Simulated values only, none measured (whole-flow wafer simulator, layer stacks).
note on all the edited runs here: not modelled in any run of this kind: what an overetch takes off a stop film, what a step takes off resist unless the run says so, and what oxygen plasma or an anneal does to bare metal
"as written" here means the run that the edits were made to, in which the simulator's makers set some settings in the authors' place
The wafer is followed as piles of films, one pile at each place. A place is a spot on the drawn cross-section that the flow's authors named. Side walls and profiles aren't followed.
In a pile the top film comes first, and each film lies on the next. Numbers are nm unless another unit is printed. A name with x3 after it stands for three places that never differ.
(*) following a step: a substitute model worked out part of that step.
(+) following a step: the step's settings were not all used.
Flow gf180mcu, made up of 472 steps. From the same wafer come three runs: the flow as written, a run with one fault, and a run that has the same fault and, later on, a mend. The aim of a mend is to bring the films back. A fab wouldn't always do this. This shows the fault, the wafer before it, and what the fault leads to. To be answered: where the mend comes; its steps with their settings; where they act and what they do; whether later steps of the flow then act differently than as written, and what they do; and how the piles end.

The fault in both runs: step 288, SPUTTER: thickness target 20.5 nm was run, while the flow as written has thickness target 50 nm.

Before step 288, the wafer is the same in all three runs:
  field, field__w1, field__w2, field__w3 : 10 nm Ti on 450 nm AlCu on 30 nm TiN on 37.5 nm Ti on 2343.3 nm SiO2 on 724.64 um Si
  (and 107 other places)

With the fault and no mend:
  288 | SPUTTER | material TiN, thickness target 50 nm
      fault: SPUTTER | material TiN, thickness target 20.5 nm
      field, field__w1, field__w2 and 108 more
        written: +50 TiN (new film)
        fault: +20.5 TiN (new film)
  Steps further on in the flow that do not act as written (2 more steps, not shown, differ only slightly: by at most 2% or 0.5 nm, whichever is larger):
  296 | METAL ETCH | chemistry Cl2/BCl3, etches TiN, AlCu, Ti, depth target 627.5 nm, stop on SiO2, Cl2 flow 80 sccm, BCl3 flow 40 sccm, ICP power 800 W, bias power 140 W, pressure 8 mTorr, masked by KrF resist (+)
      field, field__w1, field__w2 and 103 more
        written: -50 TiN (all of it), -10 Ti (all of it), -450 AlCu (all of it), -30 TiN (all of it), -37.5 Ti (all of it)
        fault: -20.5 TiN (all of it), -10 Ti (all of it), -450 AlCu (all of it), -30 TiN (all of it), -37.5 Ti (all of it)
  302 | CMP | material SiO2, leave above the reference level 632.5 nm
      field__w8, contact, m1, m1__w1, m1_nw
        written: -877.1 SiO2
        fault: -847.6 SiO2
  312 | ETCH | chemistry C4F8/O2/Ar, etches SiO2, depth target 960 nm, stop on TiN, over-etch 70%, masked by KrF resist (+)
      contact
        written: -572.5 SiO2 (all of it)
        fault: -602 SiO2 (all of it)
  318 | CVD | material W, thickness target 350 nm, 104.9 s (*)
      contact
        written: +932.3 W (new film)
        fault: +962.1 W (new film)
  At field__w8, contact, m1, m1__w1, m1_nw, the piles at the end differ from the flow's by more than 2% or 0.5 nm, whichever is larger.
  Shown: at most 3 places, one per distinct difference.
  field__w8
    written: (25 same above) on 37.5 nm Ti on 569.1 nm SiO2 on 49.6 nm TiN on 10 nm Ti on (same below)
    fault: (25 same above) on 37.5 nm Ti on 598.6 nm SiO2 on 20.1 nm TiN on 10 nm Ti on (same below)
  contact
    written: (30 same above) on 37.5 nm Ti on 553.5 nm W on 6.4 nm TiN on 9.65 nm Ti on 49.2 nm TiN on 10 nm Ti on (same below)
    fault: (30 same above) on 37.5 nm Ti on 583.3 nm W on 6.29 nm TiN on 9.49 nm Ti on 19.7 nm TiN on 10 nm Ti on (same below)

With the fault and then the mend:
  The mend stands after step 288.
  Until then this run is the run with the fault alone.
  288a | SPUTTER | material TiN, thickness target 29.5 nm (the flow's step 288 again, with other settings)
      field, field__w1, field__w2 and 108 more
        +29.5 TiN
  None of the later steps of the flow acts differently than as written at any place that is followed.
  By the end, the piles equal the flow's at every place that both follow.
